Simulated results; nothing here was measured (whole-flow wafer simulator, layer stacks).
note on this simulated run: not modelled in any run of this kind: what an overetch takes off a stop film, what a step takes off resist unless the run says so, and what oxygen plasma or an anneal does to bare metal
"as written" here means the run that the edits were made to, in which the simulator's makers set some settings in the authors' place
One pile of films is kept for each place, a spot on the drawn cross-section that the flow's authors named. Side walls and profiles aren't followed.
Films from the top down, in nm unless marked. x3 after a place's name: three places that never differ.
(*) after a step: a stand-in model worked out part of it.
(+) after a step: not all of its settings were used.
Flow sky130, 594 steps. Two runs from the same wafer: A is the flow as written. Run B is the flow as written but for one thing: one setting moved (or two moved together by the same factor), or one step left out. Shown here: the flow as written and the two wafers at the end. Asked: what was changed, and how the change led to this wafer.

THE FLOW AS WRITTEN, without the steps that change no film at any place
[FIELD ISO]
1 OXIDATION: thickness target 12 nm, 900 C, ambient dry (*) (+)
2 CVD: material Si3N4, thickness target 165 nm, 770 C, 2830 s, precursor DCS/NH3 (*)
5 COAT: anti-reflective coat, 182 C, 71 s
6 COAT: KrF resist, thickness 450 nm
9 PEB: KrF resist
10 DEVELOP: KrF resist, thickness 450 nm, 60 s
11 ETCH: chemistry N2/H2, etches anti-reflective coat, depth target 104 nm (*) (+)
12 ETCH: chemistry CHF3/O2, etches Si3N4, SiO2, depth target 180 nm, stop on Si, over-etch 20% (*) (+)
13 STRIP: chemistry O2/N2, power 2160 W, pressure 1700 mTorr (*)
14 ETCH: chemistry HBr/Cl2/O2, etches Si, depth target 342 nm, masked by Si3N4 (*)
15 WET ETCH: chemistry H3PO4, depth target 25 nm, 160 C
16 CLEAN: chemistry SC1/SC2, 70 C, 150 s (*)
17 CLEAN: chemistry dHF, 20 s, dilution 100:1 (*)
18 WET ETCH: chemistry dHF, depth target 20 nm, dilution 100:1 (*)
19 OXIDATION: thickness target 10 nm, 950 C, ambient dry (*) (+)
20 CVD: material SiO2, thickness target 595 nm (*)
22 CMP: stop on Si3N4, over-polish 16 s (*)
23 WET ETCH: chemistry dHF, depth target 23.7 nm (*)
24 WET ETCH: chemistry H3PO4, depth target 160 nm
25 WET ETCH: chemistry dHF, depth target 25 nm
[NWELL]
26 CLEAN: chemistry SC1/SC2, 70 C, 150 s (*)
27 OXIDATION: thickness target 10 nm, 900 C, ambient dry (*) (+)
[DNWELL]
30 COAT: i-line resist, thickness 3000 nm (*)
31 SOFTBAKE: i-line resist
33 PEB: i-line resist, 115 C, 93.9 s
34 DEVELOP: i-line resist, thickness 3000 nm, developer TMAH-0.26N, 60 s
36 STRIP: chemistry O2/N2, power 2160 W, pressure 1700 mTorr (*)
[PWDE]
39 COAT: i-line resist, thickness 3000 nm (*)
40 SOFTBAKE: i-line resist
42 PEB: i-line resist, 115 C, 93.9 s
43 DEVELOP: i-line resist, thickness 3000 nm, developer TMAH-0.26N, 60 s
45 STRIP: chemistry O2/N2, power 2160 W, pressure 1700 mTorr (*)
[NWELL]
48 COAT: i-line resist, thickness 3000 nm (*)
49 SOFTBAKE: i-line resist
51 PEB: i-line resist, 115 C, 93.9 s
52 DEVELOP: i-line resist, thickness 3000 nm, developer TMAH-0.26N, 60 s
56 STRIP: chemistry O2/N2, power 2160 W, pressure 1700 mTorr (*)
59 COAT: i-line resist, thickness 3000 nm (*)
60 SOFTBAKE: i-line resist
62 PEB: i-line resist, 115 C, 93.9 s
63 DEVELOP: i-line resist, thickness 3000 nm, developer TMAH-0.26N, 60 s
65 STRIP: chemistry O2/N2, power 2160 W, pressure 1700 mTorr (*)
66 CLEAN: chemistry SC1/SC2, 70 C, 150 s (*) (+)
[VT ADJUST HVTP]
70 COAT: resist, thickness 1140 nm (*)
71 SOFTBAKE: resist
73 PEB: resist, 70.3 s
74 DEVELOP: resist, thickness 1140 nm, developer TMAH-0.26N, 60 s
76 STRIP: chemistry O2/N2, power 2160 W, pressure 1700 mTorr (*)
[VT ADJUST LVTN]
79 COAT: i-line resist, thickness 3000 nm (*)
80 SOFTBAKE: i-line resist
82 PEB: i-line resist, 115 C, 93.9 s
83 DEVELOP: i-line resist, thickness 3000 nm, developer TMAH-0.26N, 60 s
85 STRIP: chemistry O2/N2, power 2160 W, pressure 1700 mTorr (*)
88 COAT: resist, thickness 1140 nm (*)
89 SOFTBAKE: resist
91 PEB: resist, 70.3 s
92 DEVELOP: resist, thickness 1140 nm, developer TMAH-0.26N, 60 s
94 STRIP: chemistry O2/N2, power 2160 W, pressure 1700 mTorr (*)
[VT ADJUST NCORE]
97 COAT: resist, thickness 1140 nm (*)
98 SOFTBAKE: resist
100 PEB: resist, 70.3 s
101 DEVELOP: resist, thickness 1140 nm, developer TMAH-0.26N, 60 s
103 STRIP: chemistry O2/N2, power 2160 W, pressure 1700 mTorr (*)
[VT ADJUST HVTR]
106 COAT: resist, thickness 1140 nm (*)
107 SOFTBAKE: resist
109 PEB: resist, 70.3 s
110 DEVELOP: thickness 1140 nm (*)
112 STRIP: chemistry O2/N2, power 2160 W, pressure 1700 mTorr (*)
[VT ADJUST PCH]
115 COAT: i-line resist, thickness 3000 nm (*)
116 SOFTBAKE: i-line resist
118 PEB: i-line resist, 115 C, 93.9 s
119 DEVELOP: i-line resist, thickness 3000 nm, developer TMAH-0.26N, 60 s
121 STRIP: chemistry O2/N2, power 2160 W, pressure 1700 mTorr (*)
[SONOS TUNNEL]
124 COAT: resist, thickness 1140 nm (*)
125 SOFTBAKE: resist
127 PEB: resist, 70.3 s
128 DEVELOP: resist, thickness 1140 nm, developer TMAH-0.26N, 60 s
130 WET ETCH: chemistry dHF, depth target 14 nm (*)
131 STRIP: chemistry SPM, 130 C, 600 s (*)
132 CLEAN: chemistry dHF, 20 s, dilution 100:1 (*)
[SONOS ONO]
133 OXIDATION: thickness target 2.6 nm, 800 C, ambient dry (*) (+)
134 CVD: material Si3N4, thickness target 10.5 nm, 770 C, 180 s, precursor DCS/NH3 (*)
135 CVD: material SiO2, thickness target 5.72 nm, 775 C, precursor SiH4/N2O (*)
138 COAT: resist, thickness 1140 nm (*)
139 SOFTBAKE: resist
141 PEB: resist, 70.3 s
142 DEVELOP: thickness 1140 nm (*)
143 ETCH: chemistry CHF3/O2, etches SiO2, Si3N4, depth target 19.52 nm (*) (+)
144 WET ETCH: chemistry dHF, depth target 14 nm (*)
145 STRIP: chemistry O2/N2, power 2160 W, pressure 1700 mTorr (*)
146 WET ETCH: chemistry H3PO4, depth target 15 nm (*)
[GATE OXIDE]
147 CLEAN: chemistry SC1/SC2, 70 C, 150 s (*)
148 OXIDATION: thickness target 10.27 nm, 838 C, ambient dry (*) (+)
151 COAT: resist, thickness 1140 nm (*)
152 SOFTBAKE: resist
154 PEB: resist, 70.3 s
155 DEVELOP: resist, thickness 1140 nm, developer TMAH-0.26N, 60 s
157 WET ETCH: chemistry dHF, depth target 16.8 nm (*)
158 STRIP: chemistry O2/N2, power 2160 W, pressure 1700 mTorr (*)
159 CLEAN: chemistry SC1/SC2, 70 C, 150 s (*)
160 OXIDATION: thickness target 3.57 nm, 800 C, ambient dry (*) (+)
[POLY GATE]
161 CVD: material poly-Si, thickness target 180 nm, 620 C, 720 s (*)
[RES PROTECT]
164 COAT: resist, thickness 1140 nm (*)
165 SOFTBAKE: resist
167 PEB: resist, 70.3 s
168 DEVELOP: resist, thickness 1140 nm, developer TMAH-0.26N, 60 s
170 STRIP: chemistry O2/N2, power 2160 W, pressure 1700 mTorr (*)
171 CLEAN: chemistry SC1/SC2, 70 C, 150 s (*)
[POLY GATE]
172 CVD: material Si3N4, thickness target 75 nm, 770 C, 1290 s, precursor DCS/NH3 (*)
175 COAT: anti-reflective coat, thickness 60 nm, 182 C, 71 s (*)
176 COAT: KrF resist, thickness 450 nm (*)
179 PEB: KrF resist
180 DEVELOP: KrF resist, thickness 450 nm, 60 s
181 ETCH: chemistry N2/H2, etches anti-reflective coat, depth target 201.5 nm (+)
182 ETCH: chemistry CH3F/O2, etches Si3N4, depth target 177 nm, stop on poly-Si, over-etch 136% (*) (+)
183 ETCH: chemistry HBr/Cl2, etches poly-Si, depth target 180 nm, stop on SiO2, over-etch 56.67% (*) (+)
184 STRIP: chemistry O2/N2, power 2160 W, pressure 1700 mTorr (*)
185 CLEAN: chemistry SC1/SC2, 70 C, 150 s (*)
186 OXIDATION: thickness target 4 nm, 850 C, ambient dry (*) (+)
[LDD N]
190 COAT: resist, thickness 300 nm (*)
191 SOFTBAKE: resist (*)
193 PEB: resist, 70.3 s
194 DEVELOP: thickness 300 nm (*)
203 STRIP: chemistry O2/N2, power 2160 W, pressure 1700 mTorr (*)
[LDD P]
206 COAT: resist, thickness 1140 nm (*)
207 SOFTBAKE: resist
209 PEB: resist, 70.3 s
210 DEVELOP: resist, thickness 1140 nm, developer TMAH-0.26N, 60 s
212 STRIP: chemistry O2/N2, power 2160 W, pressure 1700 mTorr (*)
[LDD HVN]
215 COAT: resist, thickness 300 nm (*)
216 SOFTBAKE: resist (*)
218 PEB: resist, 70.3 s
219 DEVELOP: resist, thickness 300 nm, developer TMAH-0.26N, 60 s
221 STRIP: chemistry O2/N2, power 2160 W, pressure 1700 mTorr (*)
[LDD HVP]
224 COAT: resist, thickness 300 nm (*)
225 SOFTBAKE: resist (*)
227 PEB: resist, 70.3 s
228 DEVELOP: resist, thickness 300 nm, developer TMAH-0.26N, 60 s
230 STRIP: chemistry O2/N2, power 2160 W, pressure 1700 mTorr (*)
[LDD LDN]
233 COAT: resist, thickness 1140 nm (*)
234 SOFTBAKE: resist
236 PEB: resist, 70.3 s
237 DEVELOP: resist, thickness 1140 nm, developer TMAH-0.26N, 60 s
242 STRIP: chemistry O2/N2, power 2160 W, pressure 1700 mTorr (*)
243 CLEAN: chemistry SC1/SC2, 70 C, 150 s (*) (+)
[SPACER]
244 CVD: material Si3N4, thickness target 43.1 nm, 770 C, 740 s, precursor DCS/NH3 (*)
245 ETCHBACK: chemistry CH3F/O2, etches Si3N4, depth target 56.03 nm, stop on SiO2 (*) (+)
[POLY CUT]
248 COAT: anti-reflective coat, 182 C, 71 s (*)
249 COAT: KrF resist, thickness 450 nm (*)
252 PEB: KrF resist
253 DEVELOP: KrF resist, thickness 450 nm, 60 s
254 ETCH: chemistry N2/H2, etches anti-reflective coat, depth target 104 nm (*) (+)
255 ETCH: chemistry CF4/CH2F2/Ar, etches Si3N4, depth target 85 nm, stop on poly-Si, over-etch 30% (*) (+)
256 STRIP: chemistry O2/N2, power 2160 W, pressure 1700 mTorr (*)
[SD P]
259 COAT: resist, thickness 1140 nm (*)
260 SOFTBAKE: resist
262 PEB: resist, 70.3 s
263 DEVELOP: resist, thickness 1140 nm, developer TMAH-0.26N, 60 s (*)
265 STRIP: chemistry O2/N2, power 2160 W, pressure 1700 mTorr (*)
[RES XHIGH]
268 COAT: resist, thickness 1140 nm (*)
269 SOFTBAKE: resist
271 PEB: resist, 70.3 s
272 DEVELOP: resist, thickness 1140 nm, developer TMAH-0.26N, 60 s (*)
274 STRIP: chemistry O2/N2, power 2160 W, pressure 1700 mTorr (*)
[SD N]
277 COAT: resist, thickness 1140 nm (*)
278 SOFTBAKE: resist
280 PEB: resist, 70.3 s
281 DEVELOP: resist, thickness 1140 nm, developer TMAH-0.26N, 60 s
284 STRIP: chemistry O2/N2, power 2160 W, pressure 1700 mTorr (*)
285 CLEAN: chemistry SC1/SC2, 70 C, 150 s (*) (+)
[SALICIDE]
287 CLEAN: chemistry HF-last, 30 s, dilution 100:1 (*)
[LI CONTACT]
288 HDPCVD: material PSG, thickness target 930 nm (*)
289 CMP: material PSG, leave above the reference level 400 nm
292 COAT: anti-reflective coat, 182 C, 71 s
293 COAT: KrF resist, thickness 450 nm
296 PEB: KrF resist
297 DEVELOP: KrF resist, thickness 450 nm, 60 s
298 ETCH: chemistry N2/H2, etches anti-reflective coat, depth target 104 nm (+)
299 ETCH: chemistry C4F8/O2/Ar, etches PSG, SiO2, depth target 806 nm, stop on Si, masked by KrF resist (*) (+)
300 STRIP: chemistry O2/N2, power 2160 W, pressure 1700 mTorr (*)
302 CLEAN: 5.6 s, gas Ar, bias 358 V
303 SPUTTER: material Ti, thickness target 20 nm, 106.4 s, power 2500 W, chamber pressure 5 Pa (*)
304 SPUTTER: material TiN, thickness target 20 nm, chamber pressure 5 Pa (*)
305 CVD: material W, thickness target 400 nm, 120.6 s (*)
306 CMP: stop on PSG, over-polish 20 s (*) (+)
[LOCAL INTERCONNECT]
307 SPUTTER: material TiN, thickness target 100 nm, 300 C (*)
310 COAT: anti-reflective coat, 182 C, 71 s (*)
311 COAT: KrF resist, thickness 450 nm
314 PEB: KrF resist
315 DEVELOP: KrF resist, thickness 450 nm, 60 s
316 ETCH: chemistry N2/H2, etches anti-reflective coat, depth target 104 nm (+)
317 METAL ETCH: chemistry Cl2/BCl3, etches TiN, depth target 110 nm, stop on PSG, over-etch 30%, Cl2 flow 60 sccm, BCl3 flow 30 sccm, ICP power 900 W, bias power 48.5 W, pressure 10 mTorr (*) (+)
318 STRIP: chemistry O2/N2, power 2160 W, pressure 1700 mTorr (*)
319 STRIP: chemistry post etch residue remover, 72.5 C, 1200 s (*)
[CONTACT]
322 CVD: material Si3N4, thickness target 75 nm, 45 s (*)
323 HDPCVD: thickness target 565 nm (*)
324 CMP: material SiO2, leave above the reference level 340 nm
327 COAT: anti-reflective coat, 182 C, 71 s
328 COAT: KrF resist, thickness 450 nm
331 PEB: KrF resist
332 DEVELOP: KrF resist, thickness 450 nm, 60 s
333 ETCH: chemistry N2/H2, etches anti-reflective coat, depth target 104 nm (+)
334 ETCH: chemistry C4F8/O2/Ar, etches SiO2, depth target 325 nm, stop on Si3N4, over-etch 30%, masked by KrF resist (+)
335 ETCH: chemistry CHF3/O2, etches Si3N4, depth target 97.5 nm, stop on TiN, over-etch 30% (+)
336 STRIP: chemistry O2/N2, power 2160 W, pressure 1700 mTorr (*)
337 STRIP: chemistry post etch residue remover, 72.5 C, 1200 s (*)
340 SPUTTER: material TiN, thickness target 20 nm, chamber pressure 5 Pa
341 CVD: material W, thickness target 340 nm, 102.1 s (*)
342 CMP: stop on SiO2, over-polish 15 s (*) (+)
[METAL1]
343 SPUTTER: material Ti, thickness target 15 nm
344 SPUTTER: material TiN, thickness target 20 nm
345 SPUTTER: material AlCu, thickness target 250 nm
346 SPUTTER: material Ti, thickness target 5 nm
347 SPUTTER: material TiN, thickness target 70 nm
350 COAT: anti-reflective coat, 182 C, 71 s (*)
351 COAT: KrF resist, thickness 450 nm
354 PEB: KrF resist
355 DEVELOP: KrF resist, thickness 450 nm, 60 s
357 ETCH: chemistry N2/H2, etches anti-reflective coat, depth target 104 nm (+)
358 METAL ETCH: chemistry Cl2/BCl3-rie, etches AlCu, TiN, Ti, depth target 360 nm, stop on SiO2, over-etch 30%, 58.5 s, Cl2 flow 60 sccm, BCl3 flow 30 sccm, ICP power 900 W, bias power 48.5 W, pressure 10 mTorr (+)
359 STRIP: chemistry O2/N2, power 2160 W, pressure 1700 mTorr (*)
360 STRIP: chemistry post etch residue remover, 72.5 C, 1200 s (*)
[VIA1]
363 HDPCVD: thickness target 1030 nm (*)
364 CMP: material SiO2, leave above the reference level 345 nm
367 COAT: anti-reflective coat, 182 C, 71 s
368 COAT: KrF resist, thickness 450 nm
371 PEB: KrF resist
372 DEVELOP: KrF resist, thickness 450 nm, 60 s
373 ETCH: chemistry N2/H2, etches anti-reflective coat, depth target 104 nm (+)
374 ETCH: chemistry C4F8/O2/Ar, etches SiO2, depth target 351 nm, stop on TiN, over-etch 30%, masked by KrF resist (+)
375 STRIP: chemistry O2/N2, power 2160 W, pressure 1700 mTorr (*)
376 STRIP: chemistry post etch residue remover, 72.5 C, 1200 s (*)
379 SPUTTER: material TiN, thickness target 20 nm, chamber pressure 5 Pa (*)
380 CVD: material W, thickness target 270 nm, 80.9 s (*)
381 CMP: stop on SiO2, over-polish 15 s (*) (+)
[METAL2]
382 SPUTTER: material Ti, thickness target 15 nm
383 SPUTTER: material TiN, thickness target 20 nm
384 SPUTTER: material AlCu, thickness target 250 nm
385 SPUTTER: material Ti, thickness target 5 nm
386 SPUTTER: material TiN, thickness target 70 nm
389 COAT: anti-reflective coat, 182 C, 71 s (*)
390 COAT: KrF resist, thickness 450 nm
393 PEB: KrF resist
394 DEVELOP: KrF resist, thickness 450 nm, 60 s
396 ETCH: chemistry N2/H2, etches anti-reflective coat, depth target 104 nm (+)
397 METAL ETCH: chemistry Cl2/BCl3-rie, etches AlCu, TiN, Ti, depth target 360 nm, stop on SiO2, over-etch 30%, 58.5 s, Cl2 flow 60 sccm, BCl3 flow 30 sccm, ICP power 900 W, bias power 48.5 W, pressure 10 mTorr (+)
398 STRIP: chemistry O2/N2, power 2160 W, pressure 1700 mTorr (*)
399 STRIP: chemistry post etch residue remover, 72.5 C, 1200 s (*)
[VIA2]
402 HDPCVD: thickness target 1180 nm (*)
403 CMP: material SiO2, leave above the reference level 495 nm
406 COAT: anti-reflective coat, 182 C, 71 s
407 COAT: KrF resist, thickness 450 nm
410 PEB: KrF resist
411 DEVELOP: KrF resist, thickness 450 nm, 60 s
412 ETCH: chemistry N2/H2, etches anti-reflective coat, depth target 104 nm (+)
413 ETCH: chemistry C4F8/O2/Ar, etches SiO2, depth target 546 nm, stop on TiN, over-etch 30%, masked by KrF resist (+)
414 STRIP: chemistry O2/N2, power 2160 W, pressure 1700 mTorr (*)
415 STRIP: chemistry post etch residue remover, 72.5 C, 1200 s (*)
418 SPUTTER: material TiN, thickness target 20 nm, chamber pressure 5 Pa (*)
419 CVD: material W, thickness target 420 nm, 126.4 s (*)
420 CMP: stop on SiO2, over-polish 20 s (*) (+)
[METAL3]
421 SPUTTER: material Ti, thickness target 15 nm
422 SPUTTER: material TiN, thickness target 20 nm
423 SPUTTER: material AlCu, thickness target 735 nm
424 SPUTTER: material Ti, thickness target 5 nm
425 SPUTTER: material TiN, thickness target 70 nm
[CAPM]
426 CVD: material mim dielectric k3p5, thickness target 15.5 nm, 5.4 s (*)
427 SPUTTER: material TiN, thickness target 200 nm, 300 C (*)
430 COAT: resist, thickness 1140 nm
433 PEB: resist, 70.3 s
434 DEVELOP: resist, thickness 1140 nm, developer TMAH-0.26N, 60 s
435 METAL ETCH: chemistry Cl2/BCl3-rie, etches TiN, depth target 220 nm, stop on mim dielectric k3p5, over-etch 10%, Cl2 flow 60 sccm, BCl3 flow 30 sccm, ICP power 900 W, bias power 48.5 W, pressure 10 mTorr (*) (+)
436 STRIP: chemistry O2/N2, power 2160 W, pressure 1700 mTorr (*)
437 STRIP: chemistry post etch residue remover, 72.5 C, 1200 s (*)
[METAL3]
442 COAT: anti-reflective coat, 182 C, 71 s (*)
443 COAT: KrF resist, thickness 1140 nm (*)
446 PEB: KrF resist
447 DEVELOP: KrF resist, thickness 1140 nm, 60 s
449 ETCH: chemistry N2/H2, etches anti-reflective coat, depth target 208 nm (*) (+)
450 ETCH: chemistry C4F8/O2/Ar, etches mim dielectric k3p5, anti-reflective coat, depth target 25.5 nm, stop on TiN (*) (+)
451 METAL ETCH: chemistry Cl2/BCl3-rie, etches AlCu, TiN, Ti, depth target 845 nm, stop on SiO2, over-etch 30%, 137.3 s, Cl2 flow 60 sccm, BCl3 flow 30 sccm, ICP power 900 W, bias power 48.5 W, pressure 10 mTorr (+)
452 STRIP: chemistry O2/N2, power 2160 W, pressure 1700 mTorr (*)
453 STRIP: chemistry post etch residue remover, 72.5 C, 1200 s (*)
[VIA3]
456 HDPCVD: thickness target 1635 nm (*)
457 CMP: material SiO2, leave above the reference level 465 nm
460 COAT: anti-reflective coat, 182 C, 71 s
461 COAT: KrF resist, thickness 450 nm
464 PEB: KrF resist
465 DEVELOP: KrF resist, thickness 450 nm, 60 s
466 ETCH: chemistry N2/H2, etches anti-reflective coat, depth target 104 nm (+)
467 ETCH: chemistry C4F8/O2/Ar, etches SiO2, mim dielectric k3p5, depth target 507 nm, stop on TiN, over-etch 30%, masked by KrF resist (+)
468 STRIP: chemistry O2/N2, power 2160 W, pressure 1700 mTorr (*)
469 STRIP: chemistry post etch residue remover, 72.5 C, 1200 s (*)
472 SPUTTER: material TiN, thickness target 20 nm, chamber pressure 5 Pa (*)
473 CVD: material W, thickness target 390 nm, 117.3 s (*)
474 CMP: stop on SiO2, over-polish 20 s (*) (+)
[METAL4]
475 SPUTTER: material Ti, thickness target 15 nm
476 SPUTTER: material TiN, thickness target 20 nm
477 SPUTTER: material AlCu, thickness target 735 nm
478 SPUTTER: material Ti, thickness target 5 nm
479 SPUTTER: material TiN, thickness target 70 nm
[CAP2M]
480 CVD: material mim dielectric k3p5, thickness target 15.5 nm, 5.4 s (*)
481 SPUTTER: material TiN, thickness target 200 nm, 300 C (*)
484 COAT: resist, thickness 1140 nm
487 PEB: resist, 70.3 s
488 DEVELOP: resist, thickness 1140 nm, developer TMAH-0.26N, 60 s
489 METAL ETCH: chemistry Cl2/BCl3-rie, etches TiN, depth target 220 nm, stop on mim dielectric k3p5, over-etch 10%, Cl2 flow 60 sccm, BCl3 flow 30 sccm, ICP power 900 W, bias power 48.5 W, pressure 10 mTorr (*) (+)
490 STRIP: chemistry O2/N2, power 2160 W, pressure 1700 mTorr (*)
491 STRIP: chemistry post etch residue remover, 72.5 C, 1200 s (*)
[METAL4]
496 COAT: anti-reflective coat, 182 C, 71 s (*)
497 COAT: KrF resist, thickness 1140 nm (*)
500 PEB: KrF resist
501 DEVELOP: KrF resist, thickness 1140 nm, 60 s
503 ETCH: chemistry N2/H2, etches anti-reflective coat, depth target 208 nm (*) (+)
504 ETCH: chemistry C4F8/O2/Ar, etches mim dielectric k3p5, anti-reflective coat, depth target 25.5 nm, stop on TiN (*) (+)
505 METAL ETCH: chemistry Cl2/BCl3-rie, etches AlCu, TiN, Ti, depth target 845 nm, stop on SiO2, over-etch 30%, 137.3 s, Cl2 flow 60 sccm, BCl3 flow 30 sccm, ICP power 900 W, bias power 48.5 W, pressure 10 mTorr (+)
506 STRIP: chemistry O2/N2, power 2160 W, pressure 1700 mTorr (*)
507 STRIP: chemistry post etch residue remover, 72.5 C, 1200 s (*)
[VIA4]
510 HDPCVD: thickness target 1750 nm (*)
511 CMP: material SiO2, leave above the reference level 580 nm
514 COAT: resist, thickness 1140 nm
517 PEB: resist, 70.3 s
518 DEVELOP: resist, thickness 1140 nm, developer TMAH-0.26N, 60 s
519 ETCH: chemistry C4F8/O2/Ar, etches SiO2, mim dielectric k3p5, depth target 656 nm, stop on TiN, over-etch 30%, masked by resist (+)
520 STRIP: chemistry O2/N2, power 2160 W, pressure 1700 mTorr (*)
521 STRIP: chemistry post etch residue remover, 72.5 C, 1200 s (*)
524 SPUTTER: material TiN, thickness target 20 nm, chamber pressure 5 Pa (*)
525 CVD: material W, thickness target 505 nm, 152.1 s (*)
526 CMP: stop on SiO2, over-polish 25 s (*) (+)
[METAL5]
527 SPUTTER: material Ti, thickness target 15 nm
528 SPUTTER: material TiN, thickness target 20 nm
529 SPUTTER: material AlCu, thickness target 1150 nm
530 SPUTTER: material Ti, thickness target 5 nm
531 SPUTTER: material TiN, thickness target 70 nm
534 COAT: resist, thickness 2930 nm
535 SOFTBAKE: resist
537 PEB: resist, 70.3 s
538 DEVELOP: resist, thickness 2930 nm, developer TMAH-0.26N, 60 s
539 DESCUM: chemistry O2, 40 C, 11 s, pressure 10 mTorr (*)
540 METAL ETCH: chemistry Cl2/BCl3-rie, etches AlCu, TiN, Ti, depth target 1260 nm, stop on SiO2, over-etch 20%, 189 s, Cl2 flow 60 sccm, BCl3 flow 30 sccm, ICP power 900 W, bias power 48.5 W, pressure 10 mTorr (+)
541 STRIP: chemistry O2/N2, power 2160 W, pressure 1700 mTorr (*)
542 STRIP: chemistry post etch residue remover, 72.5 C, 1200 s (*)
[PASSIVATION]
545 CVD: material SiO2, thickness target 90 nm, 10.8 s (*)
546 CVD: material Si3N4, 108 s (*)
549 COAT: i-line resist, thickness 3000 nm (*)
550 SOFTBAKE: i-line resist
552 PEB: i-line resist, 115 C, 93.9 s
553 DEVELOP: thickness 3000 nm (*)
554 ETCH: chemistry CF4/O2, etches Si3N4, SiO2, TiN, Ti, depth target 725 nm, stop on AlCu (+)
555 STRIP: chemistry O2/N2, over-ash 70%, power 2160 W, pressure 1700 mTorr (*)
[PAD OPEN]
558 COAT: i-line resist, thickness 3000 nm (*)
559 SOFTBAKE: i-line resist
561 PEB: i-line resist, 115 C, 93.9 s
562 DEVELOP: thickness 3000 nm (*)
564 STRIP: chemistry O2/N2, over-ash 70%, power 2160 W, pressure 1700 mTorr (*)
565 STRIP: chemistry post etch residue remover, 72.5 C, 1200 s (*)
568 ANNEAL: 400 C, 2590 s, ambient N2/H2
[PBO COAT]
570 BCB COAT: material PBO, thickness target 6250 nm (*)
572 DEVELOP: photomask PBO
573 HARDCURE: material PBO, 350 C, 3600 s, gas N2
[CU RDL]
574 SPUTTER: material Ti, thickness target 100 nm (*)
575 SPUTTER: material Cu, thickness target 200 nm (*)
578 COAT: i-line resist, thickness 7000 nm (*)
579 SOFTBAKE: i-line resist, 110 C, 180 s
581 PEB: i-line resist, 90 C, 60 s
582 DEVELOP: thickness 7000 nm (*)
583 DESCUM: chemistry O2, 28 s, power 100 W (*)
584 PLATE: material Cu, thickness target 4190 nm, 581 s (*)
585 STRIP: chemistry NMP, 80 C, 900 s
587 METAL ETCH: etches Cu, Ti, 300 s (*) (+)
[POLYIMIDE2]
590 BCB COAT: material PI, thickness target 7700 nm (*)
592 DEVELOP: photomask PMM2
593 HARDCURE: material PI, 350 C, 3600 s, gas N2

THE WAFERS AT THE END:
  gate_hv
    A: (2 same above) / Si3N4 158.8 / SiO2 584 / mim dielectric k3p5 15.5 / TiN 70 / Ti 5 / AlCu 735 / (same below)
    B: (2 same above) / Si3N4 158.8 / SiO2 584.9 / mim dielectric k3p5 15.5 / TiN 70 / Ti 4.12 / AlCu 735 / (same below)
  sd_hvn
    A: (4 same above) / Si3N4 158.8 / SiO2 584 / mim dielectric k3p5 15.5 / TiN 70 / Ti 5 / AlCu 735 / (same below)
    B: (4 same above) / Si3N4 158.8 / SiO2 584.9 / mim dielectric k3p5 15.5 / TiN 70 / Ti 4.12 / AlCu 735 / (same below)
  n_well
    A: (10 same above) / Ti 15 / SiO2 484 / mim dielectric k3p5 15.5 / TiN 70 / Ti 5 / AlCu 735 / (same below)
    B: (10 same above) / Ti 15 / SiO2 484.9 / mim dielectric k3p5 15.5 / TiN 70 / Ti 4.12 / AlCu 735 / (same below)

The cause: step 478, SPUTTER: thickness target 4.12 nm was run, where the flow has thickness target 5 nm.
It can be read off the wafer: gate_hv has Ti 4.12, and step 478 as written asks for 5 nm.

How the change led to this, step by step:
  478 SPUTTER: material Ti, thickness target 5 nm
      field, active, n_well and 189 more: A Ti +5 (new film) | B Ti +4.12 (new film)
  505 METAL ETCH: chemistry Cl2/BCl3-rie, etches AlCu, TiN, Ti, depth target 845 nm, stop on SiO2, over-etch 30%, 137.3 s, Cl2 flow 60 sccm, BCl3 flow 30 sccm, ICP power 900 W, bias power 48.5 W, pressure 10 mTorr (+)
      field, gate, spacer and 68 more: A TiN -70 (all of it), Ti -5 (all of it), AlCu -735 (all of it), TiN -20 (all of it), Ti -15 (all of it), SiO2 -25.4 | B TiN -70 (all of it), Ti -4.12 (all of it), AlCu -735 (all of it), TiN -20 (all of it), Ti -15 (all of it), SiO2 -25.4
      active, vpp_iso1, mim_edge_plate and 14 more: A TiN -70 (all of it), Ti -5 (all of it), AlCu -735 (all of it), TiN -20 (all of it), Ti -15 (all of it), SiO2 -25.3 | B TiN -70 (all of it), Ti -4.12 (all of it), AlCu -735 (all of it), TiN -20 (all of it), Ti -15 (all of it), SiO2 -25.4
